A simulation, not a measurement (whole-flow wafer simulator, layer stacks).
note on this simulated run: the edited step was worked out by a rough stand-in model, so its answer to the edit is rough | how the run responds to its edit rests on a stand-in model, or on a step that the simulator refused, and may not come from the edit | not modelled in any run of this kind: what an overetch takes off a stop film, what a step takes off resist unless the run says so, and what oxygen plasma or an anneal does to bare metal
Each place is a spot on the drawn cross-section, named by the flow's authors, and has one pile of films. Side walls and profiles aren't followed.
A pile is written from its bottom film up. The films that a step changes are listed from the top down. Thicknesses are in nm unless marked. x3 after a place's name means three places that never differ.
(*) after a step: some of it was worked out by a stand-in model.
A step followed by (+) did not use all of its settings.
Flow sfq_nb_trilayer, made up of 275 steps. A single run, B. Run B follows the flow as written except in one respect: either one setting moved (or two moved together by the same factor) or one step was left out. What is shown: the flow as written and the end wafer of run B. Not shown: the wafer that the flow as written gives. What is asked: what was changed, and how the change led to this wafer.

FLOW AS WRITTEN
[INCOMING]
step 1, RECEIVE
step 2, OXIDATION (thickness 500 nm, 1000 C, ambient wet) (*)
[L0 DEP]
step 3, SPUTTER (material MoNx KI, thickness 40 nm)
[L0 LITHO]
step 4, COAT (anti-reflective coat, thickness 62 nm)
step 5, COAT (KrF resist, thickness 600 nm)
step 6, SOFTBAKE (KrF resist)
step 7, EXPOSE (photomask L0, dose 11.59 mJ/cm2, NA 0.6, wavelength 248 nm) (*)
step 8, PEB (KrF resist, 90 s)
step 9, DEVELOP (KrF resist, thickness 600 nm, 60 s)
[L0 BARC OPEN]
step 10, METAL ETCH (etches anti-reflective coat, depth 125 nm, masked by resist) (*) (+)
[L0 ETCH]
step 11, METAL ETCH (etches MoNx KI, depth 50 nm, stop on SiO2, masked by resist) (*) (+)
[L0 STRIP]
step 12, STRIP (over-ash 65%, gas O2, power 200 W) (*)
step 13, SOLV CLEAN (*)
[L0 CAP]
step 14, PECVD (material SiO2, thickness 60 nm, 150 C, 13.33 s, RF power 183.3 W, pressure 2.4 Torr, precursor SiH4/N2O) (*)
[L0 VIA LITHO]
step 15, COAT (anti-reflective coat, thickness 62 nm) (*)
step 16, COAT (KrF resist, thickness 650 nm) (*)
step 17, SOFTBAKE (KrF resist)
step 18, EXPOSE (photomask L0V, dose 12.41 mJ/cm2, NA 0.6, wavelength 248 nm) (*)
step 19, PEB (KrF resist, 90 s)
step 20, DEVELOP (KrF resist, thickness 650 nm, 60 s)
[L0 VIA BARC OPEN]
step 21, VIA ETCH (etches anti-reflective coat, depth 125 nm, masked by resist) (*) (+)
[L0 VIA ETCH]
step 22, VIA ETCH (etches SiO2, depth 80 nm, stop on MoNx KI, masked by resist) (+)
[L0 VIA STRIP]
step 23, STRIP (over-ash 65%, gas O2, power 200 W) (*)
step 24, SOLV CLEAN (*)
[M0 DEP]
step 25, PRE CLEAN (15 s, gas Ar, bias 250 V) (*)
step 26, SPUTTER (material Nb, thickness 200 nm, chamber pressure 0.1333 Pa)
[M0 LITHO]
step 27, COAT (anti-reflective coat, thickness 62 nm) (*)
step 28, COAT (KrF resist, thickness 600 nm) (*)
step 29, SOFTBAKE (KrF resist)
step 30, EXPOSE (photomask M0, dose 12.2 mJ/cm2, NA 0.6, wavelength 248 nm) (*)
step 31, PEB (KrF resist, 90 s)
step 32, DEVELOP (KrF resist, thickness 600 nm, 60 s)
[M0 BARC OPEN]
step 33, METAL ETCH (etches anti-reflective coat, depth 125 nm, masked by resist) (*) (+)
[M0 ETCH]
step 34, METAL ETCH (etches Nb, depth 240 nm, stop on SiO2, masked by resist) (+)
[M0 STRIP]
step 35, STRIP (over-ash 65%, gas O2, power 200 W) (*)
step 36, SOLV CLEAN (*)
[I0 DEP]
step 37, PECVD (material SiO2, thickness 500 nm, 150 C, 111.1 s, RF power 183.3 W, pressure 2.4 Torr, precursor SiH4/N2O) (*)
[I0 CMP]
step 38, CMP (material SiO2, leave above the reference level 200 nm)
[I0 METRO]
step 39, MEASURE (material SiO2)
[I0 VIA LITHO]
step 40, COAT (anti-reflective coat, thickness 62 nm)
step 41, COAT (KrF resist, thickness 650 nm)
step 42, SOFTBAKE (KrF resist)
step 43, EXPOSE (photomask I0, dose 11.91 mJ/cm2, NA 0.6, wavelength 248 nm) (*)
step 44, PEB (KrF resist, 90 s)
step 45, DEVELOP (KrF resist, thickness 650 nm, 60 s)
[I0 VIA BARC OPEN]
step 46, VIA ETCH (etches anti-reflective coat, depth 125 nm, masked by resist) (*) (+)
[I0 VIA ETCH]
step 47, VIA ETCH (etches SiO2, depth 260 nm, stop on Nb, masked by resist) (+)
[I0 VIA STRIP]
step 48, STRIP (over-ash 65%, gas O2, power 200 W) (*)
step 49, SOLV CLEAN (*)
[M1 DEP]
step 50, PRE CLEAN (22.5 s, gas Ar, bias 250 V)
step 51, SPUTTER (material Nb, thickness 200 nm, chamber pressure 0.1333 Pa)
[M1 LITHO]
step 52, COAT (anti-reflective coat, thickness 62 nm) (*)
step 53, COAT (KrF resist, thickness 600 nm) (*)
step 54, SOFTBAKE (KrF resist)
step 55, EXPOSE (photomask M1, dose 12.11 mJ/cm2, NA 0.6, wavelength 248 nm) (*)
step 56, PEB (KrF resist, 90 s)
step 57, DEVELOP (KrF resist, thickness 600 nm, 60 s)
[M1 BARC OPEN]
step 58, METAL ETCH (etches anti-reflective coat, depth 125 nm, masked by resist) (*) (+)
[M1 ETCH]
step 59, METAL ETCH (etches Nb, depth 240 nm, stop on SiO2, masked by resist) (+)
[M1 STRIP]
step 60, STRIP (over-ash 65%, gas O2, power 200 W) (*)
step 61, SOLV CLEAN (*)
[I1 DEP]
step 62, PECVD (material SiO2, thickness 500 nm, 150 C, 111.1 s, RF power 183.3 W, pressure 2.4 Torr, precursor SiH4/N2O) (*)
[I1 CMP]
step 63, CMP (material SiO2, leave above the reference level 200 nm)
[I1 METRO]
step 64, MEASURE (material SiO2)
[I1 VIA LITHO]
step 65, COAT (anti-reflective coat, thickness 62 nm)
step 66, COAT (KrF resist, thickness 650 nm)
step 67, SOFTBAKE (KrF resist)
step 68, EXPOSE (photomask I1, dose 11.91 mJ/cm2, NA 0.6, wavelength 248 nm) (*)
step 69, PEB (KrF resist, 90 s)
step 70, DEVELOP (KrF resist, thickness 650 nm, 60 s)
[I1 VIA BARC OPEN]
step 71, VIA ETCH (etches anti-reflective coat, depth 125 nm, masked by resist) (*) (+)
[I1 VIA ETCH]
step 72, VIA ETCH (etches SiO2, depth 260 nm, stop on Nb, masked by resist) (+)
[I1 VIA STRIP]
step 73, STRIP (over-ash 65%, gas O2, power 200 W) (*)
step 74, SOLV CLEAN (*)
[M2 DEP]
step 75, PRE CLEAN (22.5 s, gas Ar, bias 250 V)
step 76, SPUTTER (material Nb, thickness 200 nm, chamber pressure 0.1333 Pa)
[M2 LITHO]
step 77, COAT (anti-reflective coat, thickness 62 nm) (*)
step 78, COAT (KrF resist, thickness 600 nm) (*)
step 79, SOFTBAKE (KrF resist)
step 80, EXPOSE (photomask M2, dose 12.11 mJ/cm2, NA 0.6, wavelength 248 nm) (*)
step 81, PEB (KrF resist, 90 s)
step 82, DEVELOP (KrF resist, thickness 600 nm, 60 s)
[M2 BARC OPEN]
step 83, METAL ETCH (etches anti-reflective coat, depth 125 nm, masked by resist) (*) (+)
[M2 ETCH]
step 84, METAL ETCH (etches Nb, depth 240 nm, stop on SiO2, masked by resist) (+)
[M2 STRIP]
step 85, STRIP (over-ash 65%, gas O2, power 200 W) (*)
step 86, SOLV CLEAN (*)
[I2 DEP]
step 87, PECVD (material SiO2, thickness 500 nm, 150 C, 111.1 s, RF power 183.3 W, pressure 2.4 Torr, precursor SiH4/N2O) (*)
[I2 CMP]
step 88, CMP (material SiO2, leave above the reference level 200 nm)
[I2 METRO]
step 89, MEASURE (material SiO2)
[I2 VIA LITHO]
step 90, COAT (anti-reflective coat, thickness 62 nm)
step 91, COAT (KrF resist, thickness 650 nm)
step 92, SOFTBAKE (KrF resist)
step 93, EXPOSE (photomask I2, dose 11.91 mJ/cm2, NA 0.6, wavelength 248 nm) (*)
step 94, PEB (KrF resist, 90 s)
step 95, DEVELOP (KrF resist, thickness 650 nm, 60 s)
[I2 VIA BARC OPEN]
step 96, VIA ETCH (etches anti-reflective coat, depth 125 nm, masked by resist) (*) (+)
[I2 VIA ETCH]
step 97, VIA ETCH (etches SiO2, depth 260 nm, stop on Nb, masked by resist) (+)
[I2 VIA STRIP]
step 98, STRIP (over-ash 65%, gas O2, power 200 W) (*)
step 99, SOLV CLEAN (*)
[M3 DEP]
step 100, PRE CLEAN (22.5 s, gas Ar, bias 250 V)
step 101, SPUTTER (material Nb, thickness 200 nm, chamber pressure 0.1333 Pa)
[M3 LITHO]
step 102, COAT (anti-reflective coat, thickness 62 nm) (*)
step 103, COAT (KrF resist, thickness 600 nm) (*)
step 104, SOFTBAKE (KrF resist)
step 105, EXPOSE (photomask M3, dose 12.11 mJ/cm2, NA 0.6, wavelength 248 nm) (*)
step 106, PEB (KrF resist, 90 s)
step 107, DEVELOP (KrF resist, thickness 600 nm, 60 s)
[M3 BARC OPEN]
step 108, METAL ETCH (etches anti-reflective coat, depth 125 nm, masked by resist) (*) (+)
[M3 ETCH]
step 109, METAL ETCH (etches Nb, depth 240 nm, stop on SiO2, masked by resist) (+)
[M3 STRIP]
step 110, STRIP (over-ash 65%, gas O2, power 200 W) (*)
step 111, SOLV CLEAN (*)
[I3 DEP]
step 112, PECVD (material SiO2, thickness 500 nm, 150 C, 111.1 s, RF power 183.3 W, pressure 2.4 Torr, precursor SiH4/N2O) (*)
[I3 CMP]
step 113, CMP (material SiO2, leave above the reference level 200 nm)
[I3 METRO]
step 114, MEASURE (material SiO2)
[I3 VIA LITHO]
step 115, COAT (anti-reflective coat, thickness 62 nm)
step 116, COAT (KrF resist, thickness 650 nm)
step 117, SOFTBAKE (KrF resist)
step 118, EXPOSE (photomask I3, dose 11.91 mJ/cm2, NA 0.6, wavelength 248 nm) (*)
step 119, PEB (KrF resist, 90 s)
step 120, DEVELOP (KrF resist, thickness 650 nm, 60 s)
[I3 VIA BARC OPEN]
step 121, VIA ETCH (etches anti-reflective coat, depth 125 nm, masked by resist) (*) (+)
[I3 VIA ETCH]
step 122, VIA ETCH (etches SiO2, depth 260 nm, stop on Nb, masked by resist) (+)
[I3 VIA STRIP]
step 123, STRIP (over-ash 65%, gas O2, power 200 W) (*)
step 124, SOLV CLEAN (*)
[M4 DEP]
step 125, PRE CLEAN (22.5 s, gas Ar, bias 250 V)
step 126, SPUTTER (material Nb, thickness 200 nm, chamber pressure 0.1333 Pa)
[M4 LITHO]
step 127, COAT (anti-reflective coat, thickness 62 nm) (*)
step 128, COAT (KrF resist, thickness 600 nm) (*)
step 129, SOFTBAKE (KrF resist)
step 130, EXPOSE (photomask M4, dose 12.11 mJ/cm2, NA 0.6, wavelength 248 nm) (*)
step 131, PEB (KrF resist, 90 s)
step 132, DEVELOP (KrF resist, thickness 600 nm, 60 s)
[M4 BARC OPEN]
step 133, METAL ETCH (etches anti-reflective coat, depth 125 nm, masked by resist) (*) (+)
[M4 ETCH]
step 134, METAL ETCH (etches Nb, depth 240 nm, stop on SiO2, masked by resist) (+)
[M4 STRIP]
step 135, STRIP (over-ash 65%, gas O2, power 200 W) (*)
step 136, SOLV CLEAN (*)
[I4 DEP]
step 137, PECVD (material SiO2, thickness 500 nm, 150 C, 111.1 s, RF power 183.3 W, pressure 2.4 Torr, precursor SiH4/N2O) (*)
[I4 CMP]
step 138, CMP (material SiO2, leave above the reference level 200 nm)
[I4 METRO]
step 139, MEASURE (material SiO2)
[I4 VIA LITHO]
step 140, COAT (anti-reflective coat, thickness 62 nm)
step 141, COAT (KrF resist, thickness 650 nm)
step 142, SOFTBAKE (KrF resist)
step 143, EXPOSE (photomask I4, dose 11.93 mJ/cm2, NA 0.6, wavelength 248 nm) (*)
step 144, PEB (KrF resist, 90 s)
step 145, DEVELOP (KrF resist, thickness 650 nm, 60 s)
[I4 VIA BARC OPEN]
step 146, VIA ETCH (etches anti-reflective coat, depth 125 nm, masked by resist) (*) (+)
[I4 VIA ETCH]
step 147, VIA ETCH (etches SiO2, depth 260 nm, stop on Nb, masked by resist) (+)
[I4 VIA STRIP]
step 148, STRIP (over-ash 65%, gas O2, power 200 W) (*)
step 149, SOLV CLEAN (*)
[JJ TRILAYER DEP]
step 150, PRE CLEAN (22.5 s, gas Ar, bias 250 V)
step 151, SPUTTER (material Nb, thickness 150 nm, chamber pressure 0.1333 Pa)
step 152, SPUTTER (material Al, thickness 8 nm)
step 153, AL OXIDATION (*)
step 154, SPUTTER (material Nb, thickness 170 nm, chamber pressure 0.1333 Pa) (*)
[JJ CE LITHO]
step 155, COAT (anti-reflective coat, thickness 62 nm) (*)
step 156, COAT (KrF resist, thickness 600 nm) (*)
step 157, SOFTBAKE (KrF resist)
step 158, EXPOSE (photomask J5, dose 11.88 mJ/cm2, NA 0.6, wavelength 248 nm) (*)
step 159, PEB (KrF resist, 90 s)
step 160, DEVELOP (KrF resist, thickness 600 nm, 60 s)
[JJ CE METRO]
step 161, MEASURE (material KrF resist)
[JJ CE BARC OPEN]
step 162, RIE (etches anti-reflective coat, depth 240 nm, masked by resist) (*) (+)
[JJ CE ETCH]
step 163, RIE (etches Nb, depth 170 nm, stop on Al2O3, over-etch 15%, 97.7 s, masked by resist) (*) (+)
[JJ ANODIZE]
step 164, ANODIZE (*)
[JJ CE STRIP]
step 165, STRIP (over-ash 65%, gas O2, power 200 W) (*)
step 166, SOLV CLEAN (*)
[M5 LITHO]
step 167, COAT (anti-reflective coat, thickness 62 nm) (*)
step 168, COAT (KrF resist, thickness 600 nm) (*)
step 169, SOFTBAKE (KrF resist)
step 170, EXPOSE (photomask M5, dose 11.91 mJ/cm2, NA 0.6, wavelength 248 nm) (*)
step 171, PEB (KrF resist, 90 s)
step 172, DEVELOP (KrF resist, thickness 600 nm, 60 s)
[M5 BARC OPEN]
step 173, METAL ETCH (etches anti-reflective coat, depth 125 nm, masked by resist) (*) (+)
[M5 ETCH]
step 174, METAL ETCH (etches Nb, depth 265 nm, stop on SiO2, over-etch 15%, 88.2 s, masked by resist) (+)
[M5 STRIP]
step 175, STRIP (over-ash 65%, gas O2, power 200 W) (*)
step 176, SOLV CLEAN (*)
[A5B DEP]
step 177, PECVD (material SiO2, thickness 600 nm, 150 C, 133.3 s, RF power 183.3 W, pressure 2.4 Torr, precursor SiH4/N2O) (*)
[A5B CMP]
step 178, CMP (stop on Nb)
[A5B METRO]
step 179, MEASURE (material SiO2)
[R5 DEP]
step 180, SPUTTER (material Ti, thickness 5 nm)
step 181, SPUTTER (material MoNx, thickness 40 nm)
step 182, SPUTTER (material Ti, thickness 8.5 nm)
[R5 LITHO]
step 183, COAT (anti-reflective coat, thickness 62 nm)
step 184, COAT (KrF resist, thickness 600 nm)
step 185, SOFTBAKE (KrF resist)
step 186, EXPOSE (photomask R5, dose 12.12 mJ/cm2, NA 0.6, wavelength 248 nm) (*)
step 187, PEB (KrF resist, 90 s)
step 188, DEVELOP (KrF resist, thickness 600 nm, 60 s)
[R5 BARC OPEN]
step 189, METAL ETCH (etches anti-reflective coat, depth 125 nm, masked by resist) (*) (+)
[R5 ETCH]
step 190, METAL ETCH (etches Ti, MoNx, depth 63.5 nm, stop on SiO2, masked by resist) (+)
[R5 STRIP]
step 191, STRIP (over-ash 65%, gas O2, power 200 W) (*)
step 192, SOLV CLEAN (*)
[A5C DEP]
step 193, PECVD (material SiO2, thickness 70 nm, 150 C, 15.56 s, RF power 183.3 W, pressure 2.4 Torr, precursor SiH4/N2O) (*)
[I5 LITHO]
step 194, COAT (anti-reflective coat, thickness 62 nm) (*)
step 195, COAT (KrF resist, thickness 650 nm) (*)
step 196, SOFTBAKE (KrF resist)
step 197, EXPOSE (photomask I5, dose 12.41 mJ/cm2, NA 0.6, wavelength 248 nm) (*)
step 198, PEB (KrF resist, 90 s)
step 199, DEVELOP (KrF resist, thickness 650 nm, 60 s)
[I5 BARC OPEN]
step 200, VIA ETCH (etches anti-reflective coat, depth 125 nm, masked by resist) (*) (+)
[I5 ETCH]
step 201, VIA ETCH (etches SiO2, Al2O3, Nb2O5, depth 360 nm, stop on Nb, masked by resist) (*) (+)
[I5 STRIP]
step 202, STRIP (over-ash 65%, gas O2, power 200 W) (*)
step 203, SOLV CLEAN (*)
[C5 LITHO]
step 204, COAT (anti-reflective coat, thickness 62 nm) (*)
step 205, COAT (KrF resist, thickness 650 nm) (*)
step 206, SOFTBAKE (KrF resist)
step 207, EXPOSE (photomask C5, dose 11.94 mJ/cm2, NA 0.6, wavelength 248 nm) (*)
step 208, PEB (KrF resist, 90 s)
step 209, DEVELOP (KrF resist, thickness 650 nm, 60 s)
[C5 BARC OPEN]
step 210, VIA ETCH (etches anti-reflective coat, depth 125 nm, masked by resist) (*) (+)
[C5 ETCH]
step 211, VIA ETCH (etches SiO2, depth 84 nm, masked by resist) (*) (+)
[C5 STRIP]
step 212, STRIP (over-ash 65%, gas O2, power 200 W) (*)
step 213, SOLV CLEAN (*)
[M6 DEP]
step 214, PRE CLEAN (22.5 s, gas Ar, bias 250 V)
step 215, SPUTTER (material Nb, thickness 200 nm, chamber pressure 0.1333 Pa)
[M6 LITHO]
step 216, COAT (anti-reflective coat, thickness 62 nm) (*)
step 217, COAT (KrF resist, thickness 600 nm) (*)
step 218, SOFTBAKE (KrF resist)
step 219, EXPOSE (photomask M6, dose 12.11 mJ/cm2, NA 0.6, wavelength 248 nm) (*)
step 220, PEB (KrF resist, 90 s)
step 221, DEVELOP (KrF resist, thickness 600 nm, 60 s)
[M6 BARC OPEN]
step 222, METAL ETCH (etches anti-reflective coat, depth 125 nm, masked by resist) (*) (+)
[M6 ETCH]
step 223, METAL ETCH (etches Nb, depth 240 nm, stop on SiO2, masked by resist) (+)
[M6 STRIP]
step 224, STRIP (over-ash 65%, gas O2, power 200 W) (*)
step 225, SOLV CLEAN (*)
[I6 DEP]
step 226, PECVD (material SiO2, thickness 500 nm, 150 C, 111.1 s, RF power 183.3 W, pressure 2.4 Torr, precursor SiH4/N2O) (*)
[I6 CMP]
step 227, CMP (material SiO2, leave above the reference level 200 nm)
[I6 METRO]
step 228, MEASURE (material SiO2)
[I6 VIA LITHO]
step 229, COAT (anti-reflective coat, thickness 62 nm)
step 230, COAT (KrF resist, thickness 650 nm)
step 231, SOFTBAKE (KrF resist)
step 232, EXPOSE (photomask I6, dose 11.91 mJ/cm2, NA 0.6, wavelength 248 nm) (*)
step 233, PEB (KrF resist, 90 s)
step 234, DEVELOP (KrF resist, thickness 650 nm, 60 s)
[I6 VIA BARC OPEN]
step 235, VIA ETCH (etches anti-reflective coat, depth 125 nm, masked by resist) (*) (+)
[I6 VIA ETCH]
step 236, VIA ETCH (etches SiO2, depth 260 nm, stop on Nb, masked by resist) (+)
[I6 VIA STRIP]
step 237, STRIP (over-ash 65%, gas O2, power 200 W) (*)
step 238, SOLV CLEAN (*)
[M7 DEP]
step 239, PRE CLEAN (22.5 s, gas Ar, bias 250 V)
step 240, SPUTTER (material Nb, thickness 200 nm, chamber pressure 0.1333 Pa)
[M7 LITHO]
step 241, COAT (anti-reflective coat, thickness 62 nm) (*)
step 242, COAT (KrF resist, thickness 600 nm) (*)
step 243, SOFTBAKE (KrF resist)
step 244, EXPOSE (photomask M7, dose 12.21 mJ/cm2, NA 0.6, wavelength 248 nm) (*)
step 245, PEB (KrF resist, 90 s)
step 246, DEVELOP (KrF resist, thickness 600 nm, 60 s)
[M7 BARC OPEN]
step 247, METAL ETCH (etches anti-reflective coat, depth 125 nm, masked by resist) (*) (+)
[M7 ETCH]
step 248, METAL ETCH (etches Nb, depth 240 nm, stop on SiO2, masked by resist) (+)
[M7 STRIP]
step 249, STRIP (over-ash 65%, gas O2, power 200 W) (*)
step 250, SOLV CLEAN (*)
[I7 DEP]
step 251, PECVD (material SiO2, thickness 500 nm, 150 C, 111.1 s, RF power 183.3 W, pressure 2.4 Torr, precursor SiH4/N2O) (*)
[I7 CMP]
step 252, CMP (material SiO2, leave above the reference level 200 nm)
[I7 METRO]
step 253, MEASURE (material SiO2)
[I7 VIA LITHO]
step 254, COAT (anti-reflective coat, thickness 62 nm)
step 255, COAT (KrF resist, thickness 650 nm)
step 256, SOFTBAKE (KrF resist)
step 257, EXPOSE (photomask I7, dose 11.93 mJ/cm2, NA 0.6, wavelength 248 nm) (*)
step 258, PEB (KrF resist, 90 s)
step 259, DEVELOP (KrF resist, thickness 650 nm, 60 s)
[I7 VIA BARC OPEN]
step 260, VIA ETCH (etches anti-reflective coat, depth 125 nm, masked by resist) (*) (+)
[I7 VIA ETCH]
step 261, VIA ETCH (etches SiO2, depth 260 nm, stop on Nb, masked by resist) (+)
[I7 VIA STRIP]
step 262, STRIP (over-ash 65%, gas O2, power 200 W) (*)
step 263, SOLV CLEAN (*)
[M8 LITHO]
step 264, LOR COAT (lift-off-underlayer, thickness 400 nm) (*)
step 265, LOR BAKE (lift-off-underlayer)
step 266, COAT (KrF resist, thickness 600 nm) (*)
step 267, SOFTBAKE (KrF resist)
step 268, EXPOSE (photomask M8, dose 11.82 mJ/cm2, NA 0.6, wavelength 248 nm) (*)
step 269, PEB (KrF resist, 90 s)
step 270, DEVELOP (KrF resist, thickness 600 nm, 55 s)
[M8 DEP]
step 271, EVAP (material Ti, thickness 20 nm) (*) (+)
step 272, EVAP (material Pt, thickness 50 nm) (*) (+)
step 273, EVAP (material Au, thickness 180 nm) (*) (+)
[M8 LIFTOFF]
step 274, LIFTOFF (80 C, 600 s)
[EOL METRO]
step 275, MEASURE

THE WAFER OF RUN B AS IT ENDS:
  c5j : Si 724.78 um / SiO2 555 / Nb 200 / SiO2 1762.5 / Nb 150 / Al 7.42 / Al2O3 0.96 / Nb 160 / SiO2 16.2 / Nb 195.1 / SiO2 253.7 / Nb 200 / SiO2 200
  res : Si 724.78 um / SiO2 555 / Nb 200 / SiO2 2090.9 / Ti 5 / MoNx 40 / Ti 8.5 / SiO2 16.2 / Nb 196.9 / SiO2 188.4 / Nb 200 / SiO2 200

What caused this: step 211, VIA ETCH: depth 46.2 nm was run, whereas the flow has depth 84 nm.

Step by step, how the change led to this:
  step 211, VIA ETCH (etches SiO2, depth 84 nm, masked by resist) (*) (+)
      c5j: SiO2 loses 46.2 (as written it would have been: SiO2 loses 69.9 (all of it), Nb loses 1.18)
      res: SiO2 loses 46.2 (as written it would have been: SiO2 loses 69.9 (all of it))
      (and at 104 other places as well)
  step 214, PRE CLEAN (22.5 s, gas Ar, bias 250 V)
      c5j: SiO2 loses 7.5 (as written it would have been: Nb loses 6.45)
      res: SiO2 loses 7.5 (as written it would have been: Ti loses 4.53)
  step 215, SPUTTER (material Nb, thickness 200 nm, chamber pressure 0.1333 Pa)
      c5j: Nb gains 195.1 (new film) (as written it would have been: Nb gains 188.4)
      res: Nb gains 196.9 (new film) (as written it would have been: Nb gains 192.9 (new film))
  step 216, COAT (anti-reflective coat, thickness 62 nm) (*)
      ce_l: anti-reflective coat gains 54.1 (new film) (as written it would have been: anti-reflective coat gains 48 (new film))
      c5j: anti-reflective coat gains 93.5 (new film) (as written it would have been: anti-reflective coat gains 110.7 (new film))
      (and at 4 other places as well)
  step 224, STRIP (over-ash 65%, gas O2, power 200 W) (*)
      ce_l: KrF resist loses 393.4 (all of it), anti-reflective coat loses 54.1 (all of it) (as written it would have been: KrF resist loses 397.1 (all of it), anti-reflective coat loses 48 (all of it))
      c5j: KrF resist loses 407.8 (all of it), anti-reflective coat loses 93.5 (all of it) (as written it would have been: KrF resist loses 418.3 (all of it), anti-reflective coat loses 110.7 (all of it))
      (and at 4 other places as well)
  step 226, PECVD (material SiO2, thickness 500 nm, 150 C, 111.1 s, RF power 183.3 W, pressure 2.4 Torr, precursor SiH4/N2O) (*)
      c5j: SiO2 gains 500 (new film) (as written it would have been: SiO2 gains 514.7 (new film))
  step 227, CMP (material SiO2, leave above the reference level 200 nm)
      c5j: SiO2 loses 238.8 (as written it would have been: SiO2 loses 223)
      res: SiO2 loses 304.1 (as written it would have been: SiO2 loses 279.4)
If metal films that touch count as one body, c5j has 5 bodies (between them, from the top down: SiO2 253.7; SiO2 16.2; Al2O3 0.96; SiO2 1762.5); the flow as written gives 4 bodies (between them, from the top down: SiO2 284.2; Al2O3 0.96; SiO2 1762.5).
If metal films that touch count as one body, res has 4 bodies (between them, from the top down: SiO2 188.4; SiO2 16.2; SiO2 2090.9); the flow as written gives 3 bodies (between them, from the top down: SiO2 213.1; SiO2 2090.9).
